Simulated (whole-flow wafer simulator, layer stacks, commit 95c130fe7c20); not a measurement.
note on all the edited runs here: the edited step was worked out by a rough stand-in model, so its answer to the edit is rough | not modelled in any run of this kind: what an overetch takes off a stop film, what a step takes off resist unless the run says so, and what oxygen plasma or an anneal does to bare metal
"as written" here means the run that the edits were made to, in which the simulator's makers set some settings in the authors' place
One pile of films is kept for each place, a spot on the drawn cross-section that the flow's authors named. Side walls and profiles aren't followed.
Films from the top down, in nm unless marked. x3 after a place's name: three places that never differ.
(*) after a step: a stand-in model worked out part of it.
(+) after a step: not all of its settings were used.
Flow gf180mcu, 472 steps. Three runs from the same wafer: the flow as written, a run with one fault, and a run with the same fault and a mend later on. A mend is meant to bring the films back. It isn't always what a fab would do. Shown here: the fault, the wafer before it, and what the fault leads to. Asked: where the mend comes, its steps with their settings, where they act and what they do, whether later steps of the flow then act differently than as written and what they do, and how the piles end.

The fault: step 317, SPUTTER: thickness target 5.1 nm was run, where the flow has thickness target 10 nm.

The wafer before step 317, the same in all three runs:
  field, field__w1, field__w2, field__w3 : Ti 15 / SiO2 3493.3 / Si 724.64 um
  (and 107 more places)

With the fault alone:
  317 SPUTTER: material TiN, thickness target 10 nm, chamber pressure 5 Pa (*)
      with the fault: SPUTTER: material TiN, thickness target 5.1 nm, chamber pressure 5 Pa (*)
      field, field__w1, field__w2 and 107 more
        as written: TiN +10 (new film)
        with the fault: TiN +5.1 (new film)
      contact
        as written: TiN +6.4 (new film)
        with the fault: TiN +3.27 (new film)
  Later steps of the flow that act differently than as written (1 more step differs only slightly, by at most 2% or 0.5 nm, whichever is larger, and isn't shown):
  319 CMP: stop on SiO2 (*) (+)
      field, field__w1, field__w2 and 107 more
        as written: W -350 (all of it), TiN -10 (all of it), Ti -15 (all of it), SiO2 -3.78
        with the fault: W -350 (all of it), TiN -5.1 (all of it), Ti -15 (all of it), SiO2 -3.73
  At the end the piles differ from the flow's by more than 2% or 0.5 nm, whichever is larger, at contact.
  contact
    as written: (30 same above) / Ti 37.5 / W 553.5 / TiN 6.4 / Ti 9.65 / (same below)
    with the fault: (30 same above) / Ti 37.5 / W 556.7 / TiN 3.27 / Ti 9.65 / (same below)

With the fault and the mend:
  The mend comes after step 317.
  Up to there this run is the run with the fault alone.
  317a SPUTTER: material TiN, thickness target 4.9 nm, chamber pressure 5 Pa (*) (the flow's step 317 once more, with other settings)
      field, field__w1, field__w2 and 107 more
        TiN +4.9
      contact
        TiN +3.14
  No later step of the flow acts differently than as written at any place that is followed.
  At the end the piles are the same as the flow's at every place that both follow.
